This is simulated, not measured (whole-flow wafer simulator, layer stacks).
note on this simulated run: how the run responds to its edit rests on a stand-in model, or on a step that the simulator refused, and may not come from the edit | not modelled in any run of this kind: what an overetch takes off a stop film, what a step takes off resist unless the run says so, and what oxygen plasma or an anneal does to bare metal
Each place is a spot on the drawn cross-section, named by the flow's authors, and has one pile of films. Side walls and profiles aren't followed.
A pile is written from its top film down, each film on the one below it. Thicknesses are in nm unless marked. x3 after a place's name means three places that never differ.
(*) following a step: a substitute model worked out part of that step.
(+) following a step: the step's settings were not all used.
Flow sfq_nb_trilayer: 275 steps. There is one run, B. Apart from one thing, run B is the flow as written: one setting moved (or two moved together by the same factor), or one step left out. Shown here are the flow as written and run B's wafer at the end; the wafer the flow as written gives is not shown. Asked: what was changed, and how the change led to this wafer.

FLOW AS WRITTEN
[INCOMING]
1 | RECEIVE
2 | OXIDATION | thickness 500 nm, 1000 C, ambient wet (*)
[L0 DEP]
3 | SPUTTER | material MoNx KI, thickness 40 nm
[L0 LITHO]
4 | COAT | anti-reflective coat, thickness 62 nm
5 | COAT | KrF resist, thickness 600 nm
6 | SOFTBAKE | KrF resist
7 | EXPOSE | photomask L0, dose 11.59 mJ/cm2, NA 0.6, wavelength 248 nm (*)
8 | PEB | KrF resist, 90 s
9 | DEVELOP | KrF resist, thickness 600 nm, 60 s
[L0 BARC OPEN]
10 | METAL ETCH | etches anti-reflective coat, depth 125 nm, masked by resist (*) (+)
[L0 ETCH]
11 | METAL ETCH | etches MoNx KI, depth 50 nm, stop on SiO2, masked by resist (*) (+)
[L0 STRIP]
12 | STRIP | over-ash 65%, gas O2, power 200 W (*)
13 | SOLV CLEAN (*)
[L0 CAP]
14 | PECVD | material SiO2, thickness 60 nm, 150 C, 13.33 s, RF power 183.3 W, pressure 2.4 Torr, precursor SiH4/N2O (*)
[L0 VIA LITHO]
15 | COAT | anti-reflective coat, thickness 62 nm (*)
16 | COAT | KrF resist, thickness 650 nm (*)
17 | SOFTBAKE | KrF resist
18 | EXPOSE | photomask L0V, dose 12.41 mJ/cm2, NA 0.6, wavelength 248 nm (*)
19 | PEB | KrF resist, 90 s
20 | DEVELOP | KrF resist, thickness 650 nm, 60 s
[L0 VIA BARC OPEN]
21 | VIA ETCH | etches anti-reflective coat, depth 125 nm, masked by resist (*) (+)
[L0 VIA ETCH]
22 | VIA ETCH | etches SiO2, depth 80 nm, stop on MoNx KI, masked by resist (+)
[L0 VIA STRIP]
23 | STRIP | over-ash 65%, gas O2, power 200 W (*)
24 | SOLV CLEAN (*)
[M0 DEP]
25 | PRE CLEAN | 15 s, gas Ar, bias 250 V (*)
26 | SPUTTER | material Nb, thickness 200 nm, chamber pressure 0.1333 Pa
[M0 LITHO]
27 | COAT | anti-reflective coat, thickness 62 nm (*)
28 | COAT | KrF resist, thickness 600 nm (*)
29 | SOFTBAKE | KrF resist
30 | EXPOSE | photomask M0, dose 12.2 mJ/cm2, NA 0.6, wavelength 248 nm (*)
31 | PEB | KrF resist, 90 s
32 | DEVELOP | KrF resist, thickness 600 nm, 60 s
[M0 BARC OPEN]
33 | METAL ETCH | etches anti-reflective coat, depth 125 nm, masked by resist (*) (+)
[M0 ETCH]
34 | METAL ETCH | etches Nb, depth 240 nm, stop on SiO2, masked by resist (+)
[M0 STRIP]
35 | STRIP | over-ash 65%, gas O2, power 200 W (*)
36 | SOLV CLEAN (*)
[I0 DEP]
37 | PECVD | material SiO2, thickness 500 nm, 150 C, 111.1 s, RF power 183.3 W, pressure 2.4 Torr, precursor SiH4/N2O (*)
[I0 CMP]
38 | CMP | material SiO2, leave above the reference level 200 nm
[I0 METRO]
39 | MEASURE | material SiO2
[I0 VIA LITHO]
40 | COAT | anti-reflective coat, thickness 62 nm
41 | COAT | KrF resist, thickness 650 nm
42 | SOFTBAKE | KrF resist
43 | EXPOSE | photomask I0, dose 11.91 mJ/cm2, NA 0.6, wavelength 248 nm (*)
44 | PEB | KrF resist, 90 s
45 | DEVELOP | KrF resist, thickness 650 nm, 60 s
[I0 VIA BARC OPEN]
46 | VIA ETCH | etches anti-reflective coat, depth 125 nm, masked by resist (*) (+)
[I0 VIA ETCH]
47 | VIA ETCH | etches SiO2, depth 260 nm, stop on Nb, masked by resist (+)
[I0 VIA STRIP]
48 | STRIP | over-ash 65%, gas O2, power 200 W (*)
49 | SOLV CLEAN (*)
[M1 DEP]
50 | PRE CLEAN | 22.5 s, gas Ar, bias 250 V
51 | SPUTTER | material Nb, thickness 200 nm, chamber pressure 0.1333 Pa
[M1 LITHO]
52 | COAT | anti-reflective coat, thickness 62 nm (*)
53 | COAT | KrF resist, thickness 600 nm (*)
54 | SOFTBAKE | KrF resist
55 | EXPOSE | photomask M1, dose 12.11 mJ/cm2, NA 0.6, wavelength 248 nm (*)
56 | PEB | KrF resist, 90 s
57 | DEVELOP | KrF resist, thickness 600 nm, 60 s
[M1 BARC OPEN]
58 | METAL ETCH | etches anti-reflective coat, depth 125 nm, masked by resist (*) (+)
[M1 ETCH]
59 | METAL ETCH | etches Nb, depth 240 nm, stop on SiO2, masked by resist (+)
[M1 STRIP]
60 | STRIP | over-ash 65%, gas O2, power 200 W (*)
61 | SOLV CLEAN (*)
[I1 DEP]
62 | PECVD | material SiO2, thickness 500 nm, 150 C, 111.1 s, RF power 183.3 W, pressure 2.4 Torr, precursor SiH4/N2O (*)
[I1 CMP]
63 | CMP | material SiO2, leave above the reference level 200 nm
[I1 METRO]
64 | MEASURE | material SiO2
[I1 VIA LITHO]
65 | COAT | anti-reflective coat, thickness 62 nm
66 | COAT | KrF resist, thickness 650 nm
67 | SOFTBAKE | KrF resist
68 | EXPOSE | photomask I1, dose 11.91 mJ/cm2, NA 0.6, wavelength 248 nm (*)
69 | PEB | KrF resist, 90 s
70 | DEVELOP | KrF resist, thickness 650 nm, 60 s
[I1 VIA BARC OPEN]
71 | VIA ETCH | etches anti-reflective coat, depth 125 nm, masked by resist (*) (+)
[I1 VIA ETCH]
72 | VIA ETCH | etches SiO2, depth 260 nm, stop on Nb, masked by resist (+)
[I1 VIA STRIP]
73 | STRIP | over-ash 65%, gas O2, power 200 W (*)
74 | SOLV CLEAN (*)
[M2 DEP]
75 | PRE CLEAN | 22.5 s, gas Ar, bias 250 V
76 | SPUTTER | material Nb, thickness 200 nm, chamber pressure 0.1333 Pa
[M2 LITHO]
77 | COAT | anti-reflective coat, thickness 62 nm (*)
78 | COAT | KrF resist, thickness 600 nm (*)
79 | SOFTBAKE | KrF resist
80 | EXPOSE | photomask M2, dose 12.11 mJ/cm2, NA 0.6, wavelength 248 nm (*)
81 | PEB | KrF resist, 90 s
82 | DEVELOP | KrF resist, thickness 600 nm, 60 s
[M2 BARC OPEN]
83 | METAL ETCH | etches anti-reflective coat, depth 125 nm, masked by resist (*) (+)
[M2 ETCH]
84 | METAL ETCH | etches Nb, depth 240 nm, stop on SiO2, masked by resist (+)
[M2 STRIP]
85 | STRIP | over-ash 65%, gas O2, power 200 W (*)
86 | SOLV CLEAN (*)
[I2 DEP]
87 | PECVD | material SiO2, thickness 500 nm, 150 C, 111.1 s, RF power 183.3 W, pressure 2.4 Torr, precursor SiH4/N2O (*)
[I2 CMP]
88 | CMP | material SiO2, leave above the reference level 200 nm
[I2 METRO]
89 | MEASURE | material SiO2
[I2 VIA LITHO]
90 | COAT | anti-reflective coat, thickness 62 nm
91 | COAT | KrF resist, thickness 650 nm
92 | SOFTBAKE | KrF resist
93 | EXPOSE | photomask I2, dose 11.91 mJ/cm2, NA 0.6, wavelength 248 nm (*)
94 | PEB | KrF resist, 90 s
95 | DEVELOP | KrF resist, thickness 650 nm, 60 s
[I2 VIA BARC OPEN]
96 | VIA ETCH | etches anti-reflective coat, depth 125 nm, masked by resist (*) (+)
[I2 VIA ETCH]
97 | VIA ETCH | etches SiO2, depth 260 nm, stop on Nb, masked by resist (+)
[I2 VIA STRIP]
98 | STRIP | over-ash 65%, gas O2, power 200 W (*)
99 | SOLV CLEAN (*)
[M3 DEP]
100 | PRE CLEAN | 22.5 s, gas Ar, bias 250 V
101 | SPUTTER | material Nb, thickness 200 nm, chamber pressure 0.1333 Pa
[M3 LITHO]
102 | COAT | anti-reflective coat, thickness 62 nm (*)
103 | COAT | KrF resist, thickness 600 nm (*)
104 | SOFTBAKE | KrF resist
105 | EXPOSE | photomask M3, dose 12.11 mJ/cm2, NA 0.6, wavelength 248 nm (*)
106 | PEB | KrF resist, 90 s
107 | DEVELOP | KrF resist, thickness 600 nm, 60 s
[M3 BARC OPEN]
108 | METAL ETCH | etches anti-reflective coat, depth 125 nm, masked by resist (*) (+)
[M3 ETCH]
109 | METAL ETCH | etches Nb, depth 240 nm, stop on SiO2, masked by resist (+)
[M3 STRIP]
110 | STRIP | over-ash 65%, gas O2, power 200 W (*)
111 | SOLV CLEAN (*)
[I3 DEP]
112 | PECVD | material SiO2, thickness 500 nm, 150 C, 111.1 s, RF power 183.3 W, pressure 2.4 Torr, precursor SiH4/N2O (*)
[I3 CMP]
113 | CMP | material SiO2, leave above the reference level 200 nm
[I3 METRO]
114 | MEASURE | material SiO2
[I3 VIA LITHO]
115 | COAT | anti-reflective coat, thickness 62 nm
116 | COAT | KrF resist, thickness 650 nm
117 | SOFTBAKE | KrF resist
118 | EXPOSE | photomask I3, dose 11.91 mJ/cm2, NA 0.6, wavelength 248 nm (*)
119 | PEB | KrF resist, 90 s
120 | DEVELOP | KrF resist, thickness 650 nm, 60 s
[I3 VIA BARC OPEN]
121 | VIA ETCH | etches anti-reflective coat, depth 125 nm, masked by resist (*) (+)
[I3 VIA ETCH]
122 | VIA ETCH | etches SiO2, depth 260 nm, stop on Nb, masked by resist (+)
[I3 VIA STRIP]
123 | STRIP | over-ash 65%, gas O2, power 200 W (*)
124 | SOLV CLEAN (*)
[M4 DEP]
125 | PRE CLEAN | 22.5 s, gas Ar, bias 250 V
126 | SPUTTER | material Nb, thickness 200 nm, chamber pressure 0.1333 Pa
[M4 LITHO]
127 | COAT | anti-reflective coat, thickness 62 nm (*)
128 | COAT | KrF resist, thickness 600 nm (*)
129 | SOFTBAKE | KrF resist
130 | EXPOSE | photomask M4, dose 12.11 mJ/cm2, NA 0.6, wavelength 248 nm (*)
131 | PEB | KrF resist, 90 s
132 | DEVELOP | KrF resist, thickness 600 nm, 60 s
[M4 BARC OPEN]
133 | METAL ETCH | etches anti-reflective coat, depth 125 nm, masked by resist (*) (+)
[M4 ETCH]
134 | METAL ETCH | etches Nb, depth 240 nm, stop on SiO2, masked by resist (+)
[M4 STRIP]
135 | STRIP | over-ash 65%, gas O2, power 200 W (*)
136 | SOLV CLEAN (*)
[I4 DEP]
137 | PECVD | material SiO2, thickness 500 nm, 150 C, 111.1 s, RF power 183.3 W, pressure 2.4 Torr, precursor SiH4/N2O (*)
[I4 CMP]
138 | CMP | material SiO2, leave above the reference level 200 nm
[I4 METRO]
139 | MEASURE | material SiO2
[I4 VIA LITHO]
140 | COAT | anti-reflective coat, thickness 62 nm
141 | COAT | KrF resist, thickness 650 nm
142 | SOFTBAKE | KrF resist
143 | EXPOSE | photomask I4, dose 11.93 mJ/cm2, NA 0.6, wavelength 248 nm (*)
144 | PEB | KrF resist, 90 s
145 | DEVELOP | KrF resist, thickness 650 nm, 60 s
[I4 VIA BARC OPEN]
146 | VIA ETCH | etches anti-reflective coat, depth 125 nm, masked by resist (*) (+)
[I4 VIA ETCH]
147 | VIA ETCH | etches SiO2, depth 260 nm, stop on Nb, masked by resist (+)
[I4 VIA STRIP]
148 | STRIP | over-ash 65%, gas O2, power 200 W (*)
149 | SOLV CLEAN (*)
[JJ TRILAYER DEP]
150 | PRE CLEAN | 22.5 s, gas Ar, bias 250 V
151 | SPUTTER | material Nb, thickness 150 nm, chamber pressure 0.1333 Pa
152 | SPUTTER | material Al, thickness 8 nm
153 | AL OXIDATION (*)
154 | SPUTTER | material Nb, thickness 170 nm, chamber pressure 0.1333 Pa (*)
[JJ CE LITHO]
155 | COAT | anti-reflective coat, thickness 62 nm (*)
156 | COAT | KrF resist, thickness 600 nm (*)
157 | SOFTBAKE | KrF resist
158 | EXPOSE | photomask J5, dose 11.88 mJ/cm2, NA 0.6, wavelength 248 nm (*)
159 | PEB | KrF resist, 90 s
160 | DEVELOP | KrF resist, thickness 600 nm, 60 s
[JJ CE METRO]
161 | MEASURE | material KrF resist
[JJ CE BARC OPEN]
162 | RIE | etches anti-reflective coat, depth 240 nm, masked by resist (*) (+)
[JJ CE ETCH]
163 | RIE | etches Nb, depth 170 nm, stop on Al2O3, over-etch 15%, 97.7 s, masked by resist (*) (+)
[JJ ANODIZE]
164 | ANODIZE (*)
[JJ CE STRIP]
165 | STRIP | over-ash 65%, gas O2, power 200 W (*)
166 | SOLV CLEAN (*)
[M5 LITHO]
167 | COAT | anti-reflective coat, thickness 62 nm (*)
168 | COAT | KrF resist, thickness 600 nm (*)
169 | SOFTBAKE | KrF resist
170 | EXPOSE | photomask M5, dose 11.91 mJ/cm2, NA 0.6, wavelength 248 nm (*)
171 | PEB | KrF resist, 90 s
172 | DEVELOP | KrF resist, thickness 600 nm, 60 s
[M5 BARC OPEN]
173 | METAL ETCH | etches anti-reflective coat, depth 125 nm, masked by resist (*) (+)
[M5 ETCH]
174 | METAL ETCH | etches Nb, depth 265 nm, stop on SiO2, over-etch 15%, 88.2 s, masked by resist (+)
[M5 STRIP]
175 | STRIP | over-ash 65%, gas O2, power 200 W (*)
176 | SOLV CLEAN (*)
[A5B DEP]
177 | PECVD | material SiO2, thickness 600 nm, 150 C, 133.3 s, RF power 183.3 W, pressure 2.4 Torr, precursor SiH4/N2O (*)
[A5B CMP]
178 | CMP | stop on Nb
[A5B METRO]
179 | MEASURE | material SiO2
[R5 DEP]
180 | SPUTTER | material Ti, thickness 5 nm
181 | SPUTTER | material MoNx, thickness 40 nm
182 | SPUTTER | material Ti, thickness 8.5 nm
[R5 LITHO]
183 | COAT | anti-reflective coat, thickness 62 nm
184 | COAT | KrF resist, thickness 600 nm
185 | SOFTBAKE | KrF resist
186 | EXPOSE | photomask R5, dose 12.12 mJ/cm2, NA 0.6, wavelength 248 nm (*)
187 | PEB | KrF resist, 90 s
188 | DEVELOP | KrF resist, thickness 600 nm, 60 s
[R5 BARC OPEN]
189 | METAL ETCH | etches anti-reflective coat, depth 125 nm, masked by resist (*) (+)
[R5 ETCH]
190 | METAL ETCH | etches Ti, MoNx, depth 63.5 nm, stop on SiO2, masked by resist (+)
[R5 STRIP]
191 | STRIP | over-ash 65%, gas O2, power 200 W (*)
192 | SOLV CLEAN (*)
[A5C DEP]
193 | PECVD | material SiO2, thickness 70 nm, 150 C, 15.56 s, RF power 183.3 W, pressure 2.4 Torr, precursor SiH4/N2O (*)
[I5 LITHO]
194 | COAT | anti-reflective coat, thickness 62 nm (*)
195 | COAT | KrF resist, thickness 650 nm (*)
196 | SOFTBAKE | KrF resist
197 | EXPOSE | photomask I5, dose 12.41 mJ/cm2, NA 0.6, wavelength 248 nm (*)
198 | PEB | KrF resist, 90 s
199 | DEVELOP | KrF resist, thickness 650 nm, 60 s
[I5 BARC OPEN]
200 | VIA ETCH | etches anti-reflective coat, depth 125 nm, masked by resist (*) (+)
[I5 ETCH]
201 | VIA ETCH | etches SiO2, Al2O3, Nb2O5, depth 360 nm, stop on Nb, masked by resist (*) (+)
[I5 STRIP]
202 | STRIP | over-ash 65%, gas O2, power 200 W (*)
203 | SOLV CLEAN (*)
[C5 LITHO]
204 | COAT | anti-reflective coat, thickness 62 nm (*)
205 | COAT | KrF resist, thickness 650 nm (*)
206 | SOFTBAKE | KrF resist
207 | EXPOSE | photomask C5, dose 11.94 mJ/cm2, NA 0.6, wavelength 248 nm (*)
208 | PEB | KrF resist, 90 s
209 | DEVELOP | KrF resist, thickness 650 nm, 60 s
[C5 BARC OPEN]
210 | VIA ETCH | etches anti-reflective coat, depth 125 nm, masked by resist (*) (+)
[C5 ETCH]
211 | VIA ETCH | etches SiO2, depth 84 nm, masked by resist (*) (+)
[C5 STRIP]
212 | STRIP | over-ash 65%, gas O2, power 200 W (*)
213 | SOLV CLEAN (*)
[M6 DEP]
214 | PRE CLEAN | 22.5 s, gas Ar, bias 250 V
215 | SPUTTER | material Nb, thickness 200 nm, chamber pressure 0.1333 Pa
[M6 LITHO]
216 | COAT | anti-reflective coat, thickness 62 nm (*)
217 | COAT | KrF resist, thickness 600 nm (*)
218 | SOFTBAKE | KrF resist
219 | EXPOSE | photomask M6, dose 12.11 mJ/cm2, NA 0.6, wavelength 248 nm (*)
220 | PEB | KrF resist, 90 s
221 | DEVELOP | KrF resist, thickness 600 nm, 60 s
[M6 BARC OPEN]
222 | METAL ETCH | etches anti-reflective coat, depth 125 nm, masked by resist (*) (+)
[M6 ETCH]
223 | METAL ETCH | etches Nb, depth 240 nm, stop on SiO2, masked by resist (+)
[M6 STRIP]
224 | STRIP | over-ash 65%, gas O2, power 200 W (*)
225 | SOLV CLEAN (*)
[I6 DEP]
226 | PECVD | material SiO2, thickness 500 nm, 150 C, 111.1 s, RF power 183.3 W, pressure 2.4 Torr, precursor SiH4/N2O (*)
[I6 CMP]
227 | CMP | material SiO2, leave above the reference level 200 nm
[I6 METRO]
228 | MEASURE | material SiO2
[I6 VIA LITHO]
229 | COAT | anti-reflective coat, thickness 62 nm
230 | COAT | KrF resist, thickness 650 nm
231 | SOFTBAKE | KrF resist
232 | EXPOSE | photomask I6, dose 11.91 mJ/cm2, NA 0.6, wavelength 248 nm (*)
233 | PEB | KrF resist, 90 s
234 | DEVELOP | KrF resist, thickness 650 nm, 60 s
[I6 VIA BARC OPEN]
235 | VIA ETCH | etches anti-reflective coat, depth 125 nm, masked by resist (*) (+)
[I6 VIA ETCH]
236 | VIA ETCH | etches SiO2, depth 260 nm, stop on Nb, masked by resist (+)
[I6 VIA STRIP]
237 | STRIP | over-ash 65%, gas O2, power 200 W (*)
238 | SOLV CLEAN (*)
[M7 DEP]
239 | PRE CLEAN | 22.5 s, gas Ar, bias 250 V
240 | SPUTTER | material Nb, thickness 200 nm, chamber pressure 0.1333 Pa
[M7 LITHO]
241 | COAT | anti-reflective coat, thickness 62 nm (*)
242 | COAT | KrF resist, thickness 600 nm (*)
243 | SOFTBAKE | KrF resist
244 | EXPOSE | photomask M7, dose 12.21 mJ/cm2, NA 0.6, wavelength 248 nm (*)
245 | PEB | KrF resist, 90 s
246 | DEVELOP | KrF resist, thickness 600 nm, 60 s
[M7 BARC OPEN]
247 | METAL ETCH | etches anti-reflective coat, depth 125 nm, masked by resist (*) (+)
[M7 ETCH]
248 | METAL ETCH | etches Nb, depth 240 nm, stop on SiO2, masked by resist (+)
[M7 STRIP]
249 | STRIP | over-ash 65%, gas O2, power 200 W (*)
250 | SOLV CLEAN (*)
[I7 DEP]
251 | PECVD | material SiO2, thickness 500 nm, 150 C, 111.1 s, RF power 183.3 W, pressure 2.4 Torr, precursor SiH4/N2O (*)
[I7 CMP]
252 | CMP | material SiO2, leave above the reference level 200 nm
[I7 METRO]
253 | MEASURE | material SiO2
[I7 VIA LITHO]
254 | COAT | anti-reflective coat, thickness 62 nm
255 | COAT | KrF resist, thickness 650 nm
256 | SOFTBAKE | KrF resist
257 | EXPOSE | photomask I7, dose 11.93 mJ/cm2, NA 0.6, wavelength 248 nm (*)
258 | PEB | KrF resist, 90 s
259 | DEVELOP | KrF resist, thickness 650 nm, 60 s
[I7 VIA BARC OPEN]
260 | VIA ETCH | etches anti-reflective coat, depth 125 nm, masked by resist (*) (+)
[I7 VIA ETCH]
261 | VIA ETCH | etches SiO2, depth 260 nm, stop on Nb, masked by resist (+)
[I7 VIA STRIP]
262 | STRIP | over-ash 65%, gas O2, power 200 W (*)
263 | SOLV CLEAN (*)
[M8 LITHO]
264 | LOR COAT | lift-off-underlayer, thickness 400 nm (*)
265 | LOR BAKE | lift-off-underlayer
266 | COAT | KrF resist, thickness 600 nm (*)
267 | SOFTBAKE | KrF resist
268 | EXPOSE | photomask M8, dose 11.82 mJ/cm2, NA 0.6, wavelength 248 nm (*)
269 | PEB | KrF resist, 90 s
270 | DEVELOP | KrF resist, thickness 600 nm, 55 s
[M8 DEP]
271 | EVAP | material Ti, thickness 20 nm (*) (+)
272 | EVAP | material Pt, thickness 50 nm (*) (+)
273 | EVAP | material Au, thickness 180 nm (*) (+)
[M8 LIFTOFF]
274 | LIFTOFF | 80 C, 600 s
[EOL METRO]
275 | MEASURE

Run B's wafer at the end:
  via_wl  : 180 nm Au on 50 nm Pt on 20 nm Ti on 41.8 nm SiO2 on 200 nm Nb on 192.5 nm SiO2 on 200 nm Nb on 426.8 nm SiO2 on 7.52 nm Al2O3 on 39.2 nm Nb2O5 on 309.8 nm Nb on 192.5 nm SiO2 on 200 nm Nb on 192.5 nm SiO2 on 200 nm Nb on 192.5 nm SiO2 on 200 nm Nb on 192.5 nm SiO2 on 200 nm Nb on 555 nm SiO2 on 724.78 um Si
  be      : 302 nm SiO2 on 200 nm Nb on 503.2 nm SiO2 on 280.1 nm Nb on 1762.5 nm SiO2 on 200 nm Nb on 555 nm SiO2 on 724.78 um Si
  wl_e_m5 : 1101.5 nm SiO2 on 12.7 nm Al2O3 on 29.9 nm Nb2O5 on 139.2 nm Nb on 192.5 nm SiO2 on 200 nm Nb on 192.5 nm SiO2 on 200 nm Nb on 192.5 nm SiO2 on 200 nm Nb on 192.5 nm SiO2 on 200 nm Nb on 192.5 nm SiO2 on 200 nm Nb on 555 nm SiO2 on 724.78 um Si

Cause: step 252, CMP: leave above the reference level 302 nm was run, whereas the flow has leave above the reference level 200 nm.
The wafer lets one read it off: be has SiO2 302, and step 252 as written asks for 200 nm.

Step by step, how the change led to this:
  252 | CMP | material SiO2, leave above the reference level 200 nm
      field_l, p4_fl, p4_fm and 56 more: nothing (it would be, as written: -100 SiO2)
      field_r, lsp_l: nothing (it would be, as written: -77.7 SiO2)
      (as well as at 45 more places)
  254 | COAT | anti-reflective coat, thickness 62 nm
      moat: +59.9 anti-reflective coat (new film) (it would be, as written: +62 anti-reflective coat (new film))
      field_r: +71.1 anti-reflective coat (new film) (it would be, as written: +62 anti-reflective coat (new film))
      (as well as at 5 more places)
  261 | VIA ETCH | etches SiO2, depth 260 nm, stop on Nb, masked by resist (+)
      via_wl, via_w, via_wr: -260 SiO2 (it would be, as written: -199.8 SiO2 (all of it))
  262 | STRIP | over-ash 65%, gas O2, power 200 W (*)
      moat: -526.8 KrF resist (all of it), -59.9 anti-reflective coat (all of it) (it would be, as written: -528.6 KrF resist (all of it), -62 anti-reflective coat (all of it))
      field_r: -537.6 KrF resist (all of it), -71.1 anti-reflective coat (all of it) (it would be, as written: -528.6 KrF resist (all of it), -62 anti-reflective coat (all of it))
      (as well as at 5 more places)
  264 | LOR COAT | lift-off-underlayer, thickness 400 nm (*)
      v_sur: +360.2 lift-off-underlayer (new film) (it would be, as written: +369.4 lift-off-underlayer (new film))
      via_wl: +594 lift-off-underlayer (new film) (it would be, as written: +549.8 lift-off-underlayer (new film))
      (as well as at 4 more places)
  270 | DEVELOP | KrF resist, thickness 600 nm, 55 s
      v_sur: -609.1 KrF resist (all of it), -360.2 lift-off-underlayer (all of it) (it would be, as written: -607.3 KrF resist (all of it), -369.4 lift-off-underlayer (all of it))
      via_wl: -631.4 KrF resist (all of it), -594 lift-off-underlayer (all of it) (it would be, as written: -623.9 KrF resist (all of it), -549.8 lift-off-underlayer (all of it))
      (as well as at 2 more places)
  274 | LIFTOFF | 80 C, 600 s
      field_r: -180 Au (all of it), -50 Pt (all of it), -20 Ti (all of it), -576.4 KrF resist (all of it), -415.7 lift-off-underlayer (all of it) (it would be, as written: -180 Au (all of it), -50 Pt (all of it), -20 Ti (all of it), -573.5 KrF resist (all of it), -399.6 lift-off-underlayer (all of it))
      lsp_l: -180 Au (all of it), -50 Pt (all of it), -20 Ti (all of it), -577 KrF resist (all of it), -414.8 lift-off-underlayer (all of it) (it would be, as written: -180 Au (all of it), -50 Pt (all of it), -20 Ti (all of it), -573.4 KrF resist (all of it), -399.6 lift-off-underlayer (all of it))
Taking metal films that touch as one body, via_wl has 8 bodies (between them, from the top down: SiO2 41.8; SiO2 192.5; SiO2 426.8 / Al2O3 7.52 / Nb2O5 39.2; SiO2 192.5; SiO2 192.5; SiO2 192.5; SiO2 192.5); the flow as written gives 7 bodies (between them, from the top down: SiO2 192.5; SiO2 426.8 / Al2O3 7.52 / Nb2O5 39.2; SiO2 192.5; SiO2 192.5; SiO2 192.5; SiO2 192.5).
